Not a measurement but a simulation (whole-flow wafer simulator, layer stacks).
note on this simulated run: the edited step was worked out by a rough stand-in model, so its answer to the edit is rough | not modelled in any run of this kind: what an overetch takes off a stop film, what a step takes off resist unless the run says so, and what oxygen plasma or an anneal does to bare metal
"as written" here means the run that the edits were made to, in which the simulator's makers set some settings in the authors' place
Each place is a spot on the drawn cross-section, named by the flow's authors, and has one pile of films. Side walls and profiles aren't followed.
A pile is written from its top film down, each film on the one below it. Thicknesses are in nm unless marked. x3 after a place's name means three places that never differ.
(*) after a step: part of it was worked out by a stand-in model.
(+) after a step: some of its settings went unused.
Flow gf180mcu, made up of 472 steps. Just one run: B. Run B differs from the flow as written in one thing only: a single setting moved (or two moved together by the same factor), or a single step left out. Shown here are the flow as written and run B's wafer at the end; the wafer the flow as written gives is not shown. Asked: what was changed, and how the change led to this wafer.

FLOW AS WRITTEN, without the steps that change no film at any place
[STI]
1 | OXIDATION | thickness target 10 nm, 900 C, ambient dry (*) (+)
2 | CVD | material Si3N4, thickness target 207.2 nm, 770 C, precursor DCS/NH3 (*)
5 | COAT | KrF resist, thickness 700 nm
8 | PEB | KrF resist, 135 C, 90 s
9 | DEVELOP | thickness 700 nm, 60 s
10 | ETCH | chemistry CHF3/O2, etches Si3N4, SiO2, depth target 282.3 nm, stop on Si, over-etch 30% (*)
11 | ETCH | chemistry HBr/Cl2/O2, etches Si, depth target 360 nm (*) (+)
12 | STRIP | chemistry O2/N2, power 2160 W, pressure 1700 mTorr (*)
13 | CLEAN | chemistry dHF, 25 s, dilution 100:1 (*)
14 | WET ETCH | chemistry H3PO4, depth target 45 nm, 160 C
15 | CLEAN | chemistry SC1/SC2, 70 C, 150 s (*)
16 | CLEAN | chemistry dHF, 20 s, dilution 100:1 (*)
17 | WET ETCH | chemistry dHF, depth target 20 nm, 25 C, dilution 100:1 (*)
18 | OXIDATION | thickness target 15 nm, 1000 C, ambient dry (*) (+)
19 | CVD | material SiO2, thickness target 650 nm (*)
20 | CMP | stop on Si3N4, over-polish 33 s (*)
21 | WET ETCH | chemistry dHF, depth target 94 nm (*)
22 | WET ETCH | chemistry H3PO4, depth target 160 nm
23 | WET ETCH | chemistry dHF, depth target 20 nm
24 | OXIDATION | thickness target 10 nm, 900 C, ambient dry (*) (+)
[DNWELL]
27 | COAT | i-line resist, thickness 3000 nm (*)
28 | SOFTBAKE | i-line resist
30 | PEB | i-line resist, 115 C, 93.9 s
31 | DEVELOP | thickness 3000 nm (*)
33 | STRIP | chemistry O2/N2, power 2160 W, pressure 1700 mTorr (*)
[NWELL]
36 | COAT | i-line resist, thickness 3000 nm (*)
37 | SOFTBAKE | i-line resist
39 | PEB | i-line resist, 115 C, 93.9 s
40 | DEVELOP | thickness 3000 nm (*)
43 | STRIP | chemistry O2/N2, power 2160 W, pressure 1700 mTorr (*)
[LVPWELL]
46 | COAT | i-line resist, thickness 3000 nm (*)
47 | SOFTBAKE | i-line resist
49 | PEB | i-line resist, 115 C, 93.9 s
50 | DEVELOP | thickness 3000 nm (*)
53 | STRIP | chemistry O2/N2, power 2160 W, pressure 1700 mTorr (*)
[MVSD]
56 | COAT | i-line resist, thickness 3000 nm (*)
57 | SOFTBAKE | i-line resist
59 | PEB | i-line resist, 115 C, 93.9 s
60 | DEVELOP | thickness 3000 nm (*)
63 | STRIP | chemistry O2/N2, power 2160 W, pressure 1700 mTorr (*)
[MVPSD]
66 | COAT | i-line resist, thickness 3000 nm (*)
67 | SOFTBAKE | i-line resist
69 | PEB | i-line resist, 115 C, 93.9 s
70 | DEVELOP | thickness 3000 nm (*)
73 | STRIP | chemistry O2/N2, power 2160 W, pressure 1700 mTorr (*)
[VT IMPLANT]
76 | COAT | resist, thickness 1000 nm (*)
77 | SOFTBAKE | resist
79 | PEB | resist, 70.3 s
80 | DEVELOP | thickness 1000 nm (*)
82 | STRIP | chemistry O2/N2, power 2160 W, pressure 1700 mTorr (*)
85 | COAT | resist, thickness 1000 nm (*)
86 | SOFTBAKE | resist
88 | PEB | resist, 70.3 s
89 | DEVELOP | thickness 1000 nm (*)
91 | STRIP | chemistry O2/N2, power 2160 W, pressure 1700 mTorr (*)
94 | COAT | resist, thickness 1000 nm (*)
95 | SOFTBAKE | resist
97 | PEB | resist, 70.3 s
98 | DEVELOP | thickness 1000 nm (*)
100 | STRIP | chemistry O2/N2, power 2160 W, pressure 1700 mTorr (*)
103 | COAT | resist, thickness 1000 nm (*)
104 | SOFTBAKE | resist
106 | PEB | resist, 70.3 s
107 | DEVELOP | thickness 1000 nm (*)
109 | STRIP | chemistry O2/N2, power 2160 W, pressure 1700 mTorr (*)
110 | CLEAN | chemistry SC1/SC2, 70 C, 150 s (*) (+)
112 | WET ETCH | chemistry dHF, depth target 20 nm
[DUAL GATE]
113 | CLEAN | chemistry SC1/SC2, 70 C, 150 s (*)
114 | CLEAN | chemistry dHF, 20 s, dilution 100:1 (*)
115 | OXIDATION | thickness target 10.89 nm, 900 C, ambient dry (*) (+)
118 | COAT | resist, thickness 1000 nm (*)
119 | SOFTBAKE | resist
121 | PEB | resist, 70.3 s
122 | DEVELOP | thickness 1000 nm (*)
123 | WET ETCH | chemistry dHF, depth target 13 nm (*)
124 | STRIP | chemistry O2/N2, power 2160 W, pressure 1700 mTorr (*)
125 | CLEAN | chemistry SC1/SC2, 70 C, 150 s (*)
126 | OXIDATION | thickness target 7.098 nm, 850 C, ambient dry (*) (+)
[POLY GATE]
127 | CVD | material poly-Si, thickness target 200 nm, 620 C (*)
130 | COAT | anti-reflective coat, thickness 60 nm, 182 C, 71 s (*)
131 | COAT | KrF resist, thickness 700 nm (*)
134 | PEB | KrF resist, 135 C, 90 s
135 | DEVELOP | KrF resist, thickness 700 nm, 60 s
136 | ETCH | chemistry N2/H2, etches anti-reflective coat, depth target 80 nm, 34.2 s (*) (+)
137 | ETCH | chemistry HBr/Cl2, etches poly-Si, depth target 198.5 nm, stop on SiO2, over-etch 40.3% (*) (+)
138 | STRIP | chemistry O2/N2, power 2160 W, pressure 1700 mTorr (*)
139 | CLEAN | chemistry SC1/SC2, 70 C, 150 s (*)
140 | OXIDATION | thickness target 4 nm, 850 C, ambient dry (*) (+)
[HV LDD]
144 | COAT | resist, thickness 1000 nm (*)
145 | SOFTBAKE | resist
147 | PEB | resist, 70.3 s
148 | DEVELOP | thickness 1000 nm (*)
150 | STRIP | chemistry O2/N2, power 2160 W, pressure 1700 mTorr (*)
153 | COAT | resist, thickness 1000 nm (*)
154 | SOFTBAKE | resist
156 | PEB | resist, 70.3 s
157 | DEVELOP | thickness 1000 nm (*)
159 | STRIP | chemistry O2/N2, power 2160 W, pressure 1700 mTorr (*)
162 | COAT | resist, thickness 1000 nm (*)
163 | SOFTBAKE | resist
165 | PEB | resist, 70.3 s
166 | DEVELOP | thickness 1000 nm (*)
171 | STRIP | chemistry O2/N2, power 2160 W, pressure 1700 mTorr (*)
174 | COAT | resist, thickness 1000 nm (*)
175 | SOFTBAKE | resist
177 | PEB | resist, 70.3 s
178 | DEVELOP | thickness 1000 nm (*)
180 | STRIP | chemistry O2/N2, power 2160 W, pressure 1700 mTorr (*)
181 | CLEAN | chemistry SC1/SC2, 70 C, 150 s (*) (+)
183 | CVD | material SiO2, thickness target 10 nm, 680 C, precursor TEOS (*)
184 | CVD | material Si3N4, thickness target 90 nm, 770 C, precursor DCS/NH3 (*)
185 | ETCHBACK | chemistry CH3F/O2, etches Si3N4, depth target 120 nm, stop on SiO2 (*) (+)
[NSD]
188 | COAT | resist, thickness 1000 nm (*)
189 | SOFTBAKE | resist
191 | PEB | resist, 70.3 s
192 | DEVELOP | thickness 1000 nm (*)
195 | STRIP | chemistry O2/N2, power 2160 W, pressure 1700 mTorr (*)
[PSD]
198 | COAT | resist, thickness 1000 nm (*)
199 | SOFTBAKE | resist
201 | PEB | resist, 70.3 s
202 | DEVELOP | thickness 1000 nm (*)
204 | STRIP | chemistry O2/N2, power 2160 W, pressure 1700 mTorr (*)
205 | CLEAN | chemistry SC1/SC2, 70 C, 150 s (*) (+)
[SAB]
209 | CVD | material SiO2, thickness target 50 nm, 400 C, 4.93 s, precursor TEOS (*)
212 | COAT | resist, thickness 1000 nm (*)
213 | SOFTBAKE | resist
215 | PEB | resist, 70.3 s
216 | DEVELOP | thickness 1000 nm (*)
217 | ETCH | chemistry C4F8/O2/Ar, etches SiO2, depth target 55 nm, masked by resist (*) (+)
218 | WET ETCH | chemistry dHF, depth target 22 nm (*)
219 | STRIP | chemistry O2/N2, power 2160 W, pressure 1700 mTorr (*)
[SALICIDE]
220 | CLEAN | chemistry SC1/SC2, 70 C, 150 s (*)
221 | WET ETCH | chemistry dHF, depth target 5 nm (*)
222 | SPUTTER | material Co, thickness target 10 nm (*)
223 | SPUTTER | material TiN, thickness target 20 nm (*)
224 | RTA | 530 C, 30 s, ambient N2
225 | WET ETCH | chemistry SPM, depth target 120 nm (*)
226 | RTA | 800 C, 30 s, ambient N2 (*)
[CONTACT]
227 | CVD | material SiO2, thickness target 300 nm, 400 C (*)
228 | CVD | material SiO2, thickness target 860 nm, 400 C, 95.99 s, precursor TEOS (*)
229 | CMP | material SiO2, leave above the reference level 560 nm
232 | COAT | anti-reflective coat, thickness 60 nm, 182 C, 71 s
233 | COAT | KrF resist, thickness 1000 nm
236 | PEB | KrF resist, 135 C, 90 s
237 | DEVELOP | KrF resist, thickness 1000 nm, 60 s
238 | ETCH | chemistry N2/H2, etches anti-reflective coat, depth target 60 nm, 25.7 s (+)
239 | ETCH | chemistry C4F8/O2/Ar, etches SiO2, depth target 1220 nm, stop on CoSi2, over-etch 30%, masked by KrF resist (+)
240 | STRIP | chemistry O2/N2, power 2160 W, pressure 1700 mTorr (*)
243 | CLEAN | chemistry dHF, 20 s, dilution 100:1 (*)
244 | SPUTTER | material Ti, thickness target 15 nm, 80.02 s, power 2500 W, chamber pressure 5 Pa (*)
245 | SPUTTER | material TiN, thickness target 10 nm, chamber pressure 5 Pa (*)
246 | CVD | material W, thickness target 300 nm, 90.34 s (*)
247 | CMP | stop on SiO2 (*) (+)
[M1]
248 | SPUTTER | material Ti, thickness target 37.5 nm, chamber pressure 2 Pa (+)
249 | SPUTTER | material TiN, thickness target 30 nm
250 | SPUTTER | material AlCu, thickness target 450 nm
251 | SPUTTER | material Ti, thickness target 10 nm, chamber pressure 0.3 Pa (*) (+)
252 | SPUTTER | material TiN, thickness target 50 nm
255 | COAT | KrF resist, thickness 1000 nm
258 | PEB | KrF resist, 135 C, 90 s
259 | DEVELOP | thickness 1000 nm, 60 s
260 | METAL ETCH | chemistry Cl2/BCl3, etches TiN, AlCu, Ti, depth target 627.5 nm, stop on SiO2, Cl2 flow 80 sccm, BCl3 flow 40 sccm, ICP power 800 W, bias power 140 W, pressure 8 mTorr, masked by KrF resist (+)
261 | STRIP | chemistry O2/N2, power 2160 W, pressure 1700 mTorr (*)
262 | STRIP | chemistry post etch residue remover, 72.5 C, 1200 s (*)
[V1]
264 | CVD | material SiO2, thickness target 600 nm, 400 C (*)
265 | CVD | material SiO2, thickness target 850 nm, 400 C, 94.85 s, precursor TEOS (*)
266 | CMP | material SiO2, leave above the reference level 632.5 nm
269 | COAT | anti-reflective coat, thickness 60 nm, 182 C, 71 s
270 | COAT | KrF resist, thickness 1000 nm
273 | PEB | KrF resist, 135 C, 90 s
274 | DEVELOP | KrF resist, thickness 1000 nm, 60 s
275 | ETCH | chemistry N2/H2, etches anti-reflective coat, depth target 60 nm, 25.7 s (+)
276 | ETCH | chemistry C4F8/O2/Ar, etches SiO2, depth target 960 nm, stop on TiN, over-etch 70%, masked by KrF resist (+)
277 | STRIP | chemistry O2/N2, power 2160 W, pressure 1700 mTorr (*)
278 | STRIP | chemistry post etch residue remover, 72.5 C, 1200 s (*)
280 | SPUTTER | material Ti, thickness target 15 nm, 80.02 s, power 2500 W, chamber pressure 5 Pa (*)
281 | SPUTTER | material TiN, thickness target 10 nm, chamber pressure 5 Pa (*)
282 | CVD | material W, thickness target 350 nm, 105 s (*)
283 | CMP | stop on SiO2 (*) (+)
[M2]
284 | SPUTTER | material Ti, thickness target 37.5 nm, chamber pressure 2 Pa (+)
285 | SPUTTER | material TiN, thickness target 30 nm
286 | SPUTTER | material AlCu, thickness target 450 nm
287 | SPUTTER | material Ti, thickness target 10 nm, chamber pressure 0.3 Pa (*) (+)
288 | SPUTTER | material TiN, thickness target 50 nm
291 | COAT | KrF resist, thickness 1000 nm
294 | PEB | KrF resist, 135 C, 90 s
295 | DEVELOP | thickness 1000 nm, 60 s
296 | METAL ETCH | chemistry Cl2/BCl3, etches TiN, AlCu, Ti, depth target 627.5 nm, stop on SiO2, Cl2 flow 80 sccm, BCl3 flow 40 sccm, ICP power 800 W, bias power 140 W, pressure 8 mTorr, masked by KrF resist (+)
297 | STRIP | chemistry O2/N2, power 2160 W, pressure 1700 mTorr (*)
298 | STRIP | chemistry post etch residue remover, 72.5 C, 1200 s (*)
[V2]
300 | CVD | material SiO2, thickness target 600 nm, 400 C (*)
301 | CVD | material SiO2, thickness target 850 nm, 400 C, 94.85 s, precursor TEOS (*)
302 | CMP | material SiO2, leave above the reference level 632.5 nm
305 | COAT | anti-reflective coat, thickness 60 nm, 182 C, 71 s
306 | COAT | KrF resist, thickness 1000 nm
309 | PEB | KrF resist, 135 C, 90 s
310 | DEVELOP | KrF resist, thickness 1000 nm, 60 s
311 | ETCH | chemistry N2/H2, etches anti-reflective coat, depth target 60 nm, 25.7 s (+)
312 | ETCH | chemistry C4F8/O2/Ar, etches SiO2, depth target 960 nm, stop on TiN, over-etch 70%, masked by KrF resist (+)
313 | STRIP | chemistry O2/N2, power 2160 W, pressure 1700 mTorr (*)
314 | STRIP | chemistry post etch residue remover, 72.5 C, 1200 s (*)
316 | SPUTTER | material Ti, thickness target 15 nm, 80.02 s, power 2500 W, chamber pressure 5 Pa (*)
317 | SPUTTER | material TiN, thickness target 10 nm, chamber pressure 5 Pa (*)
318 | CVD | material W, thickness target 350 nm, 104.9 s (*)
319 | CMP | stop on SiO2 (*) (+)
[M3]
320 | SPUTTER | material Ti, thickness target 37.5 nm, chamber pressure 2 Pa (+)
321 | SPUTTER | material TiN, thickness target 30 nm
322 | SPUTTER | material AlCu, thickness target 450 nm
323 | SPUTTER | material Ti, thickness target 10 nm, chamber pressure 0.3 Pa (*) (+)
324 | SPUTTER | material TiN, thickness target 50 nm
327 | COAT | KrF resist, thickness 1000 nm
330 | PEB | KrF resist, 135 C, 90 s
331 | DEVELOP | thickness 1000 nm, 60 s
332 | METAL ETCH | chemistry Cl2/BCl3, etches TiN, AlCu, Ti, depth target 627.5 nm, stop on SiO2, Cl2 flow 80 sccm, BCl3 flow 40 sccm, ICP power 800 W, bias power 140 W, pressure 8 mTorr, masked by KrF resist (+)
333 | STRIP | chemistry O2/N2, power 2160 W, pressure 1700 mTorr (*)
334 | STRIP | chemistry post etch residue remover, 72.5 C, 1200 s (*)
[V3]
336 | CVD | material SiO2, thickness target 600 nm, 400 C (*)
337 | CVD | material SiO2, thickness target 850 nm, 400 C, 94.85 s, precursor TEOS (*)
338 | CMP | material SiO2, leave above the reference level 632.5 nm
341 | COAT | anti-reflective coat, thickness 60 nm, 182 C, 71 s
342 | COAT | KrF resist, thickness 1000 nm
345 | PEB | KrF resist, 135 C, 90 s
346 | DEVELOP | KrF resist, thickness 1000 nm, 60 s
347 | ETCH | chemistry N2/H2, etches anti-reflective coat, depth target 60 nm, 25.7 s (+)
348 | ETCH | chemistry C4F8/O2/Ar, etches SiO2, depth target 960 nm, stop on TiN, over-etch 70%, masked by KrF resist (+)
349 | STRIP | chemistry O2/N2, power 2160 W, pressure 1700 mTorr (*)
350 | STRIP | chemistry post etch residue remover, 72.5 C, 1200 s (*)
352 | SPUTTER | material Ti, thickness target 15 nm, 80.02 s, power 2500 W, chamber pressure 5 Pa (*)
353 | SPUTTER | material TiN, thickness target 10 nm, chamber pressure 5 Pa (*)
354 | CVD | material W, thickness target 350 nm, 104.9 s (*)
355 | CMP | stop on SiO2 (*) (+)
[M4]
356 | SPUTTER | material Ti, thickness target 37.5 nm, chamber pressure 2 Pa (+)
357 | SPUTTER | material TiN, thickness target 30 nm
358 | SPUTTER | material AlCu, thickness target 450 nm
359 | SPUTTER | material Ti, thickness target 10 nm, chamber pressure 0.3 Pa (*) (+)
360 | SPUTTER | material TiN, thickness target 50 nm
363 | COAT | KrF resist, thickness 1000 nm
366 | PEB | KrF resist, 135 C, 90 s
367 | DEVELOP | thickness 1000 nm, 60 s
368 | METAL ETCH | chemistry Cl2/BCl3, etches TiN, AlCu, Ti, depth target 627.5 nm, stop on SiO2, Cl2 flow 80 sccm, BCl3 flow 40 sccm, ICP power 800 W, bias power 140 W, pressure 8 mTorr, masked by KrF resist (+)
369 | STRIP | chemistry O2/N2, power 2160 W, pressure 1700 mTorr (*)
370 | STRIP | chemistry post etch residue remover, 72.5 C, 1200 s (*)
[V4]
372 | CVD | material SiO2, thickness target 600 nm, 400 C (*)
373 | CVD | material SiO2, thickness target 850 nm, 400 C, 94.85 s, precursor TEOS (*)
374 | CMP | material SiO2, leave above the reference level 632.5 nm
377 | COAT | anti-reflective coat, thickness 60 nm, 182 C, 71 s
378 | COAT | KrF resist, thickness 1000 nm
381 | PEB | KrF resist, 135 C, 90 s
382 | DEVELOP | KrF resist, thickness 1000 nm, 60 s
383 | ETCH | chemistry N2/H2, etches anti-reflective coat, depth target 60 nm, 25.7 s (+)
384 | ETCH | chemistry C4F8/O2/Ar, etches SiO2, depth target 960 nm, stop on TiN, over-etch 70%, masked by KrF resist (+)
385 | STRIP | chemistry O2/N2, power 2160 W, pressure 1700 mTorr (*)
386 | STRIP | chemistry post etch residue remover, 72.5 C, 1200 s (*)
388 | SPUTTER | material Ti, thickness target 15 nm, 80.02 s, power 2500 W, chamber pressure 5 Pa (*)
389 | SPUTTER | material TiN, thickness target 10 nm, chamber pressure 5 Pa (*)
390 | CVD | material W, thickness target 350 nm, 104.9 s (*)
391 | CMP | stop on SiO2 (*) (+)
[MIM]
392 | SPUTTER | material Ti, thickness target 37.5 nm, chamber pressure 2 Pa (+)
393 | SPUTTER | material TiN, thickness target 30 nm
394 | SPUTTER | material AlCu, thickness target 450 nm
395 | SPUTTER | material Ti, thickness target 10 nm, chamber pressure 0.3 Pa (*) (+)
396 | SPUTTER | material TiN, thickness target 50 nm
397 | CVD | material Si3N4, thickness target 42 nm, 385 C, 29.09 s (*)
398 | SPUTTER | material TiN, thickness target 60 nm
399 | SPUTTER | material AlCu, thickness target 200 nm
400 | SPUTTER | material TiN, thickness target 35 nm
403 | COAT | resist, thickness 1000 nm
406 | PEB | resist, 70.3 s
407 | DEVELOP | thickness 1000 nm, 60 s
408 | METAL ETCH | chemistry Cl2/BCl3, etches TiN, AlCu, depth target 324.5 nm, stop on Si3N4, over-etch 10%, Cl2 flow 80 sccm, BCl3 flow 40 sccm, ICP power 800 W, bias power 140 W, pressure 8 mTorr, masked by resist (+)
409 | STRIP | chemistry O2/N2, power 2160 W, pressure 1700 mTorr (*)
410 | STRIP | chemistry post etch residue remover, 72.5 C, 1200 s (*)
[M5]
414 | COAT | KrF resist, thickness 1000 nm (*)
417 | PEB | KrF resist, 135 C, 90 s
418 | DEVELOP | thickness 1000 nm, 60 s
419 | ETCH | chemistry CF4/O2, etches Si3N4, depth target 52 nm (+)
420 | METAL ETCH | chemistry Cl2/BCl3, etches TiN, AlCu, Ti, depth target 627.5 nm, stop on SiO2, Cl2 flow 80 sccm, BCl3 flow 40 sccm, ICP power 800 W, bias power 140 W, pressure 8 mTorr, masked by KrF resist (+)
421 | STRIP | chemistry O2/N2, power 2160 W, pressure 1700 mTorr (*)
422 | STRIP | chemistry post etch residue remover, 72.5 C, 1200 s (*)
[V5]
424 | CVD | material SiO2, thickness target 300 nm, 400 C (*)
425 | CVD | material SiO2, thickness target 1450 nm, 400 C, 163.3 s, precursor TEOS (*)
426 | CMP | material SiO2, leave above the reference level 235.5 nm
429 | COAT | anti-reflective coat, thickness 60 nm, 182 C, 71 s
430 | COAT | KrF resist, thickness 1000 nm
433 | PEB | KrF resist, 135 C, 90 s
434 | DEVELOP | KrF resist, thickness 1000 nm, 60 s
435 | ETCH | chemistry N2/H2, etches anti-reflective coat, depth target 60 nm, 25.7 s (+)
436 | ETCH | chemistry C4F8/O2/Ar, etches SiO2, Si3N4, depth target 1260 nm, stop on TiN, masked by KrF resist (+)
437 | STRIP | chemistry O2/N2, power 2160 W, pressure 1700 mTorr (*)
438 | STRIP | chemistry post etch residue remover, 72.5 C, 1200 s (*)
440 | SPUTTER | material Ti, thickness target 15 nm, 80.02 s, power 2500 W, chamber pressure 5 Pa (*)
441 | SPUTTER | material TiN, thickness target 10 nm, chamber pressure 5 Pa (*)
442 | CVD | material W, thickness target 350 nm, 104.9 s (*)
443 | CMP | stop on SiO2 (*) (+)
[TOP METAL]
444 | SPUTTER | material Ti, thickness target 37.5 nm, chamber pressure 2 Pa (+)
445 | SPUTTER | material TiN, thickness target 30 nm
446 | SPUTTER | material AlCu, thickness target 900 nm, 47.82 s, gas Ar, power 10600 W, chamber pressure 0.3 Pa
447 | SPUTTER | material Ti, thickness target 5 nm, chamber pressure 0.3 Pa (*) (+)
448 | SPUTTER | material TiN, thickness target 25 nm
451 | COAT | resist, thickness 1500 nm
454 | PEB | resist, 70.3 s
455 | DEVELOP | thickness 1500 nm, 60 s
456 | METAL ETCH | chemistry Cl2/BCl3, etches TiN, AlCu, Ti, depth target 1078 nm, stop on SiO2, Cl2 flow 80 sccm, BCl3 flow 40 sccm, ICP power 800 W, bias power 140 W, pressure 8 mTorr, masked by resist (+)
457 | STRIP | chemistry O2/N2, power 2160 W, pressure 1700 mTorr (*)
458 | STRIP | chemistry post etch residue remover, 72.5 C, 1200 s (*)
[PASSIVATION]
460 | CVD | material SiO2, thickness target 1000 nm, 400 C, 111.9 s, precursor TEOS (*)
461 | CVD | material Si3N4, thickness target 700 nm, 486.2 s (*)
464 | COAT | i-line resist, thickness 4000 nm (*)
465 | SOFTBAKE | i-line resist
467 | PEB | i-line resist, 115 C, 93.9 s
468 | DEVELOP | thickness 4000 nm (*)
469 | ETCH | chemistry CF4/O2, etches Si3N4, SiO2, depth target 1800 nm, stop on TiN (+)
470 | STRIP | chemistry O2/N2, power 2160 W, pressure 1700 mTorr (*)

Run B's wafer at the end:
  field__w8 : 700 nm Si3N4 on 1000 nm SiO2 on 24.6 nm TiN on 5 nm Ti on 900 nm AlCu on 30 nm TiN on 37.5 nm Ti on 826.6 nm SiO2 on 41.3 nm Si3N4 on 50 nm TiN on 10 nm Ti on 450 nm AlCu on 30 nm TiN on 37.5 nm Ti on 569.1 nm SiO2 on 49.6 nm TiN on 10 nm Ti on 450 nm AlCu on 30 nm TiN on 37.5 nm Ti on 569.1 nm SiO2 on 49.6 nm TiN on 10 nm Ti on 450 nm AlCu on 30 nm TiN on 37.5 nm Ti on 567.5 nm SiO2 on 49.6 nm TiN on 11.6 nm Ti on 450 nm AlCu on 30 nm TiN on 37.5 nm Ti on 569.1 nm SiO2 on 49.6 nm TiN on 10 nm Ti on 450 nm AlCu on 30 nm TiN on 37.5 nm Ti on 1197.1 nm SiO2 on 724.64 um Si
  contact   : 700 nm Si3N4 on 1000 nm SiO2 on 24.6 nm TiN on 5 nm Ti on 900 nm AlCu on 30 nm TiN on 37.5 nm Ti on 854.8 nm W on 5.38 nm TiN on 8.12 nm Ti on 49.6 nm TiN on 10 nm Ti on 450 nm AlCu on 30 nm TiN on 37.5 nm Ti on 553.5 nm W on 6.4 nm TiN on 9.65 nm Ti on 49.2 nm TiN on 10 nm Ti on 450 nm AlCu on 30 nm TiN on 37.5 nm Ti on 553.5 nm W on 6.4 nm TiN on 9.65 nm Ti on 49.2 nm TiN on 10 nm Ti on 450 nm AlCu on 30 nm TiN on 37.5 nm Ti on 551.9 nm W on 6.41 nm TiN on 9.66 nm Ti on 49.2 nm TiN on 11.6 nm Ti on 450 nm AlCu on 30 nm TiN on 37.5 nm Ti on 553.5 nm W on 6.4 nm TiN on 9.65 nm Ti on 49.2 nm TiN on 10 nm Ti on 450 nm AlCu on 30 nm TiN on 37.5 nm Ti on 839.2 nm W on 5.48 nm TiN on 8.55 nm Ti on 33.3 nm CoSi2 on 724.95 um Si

The reason: step 287, SPUTTER: thickness target 11.6 nm was run, while the flow as written has thickness target 10 nm.
One can read it off the wafer: field__w8 has Ti 11.6, and step 287 as written asks for 10 nm.

How this came from the change, step by step:
  287 | SPUTTER | material Ti, thickness target 10 nm, chamber pressure 0.3 Pa (*) (+)
      field, field__w1, field__w2 and 108 more: +11.6 Ti (new film) (as written it would have been: +10 Ti (new film))
  296 | METAL ETCH | chemistry Cl2/BCl3, etches TiN, AlCu, Ti, depth target 627.5 nm, stop on SiO2, Cl2 flow 80 sccm, BCl3 flow 40 sccm, ICP power 800 W, bias power 140 W, pressure 8 mTorr, masked by KrF resist (+)
      field, field__w1, field__w2 and 103 more: -50 TiN (all of it), -11.6 Ti (all of it), -450 AlCu (all of it), -30 TiN (all of it), -37.5 Ti (all of it) (as written it would have been: -50 TiN (all of it), -10 Ti (all of it), -450 AlCu (all of it), -30 TiN (all of it), -37.5 Ti (all of it))
